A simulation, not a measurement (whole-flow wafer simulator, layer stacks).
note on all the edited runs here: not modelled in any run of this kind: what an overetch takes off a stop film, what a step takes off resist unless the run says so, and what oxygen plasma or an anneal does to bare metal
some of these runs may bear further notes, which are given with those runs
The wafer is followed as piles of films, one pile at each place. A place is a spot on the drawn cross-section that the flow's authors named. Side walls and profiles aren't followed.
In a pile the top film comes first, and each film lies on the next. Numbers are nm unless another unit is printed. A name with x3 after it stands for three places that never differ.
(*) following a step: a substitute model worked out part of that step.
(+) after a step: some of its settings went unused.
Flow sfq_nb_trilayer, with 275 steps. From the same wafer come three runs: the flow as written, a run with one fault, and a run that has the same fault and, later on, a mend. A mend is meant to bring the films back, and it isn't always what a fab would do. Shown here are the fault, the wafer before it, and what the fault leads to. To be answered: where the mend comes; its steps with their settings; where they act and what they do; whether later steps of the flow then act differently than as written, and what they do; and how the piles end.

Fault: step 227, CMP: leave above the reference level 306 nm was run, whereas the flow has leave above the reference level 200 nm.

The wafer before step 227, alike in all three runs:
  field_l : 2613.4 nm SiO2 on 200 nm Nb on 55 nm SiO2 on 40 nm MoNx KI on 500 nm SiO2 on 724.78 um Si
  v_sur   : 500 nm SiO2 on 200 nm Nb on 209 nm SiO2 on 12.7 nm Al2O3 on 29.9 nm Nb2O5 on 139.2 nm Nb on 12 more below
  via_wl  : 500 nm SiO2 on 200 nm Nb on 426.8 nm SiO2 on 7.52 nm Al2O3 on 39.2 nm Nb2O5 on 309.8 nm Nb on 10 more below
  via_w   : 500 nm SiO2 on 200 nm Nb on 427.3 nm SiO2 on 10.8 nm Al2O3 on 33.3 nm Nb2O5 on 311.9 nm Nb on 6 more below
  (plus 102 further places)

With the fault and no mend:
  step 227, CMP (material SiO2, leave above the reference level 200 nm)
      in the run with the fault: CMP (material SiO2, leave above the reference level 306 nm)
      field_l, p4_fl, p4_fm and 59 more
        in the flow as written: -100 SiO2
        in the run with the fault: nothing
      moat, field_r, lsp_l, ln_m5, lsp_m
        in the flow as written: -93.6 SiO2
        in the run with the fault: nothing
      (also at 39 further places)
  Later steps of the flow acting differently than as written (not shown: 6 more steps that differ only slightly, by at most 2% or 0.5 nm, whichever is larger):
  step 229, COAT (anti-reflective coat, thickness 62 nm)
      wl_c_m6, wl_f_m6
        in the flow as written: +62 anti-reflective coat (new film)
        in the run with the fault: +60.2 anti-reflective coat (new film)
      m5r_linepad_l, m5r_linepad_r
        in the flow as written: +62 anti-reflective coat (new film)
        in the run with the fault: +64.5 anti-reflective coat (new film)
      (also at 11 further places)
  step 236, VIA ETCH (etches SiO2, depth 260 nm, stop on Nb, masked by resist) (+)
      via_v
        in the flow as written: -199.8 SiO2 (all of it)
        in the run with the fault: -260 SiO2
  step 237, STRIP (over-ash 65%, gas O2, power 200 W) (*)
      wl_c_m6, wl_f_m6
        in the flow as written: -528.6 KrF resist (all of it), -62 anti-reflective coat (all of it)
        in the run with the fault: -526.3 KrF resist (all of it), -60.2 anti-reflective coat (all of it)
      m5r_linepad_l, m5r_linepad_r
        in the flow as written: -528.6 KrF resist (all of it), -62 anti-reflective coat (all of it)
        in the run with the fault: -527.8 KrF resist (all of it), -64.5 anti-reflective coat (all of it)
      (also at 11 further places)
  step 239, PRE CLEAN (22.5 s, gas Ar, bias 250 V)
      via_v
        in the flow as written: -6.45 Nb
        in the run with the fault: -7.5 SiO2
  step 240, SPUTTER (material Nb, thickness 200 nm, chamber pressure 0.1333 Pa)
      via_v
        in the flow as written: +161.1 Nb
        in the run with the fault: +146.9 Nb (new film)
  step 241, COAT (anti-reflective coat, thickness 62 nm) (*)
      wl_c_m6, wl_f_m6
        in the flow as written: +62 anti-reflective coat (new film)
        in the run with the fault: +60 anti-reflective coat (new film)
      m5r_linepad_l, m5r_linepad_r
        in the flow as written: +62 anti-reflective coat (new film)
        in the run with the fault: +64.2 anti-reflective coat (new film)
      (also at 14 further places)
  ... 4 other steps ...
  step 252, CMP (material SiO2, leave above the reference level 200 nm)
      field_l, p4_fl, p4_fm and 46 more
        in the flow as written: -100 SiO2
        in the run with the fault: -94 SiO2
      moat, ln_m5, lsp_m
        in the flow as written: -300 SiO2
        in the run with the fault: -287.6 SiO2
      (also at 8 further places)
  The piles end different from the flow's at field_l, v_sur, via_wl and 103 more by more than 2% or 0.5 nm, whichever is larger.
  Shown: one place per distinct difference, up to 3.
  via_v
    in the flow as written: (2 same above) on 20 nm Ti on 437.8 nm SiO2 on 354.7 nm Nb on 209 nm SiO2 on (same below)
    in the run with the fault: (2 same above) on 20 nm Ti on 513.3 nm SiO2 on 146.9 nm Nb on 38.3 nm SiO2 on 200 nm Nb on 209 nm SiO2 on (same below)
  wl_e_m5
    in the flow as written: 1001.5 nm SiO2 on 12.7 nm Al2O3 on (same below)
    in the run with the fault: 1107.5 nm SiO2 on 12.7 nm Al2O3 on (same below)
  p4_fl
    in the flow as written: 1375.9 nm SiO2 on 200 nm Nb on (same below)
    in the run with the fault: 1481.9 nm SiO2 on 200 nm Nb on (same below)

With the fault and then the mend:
  The mend stands after step 228.
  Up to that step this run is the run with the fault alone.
  step 228a, CMP (material SiO2, leave above the reference level 200 nm) (the flow's step 227 again)
      field_l, p4_fl, p4_fm and 59 more
        -100 SiO2
      v_sur, via_wl, via_w and 33 more
        -106 SiO2
      moat, field_r, lsp_l, ln_m5, lsp_m
        -93.6 SiO2
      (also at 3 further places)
  Every later step of the flow that is run acts as written at every place that is followed.
  At every place that both follow, the piles at the end match the flow's.
